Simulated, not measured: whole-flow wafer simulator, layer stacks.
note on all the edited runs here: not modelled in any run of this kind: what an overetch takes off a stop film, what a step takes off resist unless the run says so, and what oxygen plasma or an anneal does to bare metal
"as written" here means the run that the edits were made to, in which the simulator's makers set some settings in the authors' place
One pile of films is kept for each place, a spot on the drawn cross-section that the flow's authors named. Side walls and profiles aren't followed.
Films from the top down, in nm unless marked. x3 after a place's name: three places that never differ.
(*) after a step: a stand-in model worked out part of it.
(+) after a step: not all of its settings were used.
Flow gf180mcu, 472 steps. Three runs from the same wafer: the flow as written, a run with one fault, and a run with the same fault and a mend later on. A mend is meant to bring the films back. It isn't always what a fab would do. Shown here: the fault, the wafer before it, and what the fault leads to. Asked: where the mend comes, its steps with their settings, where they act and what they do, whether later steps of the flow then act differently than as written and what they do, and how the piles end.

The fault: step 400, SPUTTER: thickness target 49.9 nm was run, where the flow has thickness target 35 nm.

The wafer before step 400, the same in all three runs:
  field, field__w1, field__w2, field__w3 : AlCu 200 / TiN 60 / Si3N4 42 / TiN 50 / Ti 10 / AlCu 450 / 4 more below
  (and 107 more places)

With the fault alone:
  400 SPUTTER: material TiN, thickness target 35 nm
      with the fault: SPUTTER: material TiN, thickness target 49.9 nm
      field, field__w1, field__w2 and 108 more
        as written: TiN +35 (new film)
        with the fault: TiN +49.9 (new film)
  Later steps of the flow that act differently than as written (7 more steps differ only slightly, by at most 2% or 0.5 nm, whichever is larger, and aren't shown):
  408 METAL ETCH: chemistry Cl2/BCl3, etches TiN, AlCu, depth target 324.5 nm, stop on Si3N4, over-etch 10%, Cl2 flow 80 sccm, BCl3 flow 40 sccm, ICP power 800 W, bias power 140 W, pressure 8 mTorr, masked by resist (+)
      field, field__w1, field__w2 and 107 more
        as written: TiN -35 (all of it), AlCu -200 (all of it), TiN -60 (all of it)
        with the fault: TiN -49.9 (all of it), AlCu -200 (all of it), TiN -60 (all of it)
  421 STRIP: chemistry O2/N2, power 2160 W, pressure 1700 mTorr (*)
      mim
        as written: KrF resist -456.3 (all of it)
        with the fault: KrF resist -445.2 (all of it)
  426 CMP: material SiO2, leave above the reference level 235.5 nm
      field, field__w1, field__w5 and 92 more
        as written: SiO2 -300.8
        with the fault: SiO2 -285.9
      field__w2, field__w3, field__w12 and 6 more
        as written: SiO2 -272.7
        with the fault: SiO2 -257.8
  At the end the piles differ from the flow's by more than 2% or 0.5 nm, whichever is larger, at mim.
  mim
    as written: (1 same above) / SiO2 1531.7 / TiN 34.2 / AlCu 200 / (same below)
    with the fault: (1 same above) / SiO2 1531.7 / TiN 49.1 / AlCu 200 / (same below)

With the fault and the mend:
  The mend comes after step 407.
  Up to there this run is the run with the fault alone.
  407a STRIP: chemistry O2/N2, power 2160 W, pressure 1700 mTorr (*)
      mim
        resist -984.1 (all of it)
  407b METAL ETCH: chemistry Cl2/BCl3, etches TiN, AlCu, Ti, depth target 14.9 nm, Cl2 flow 80 sccm, BCl3 flow 40 sccm, ICP power 800 W, bias power 140 W, pressure 8 mTorr (the flow's step 260 once more, with other settings)
      field, field__w1, field__w2 and 108 more
        TiN -14.9
  407c HMDS: 120 C, 60 s (the flow's step 402 once more)
      changes no film at any place that is followed
  407d COAT: resist, thickness 1000 nm (the flow's step 403 once more)
      field, field__w1, field__w2 and 108 more
        resist +1000 (new film)
  407e SOFTBAKE: resist (the flow's step 404 once more)
      changes no film at any place that is followed
  407f EXPOSE: photomask FuseTop (the flow's step 405 once more)
      changes no film at any place that is followed
  407g PEB: resist, 70.3 s (the flow's step 406 once more)
      field, field__w1, field__w2 and 108 more
        resist -15.9
  407h DEVELOP: thickness 1000 nm, 60 s (the flow's step 407 once more)
      field, field__w1, field__w2 and 107 more
        resist -984.1 (all of it)
  No later step of the flow acts differently than as written at any place that is followed.
  At the end the piles are the same as the flow's at every place that both follow.
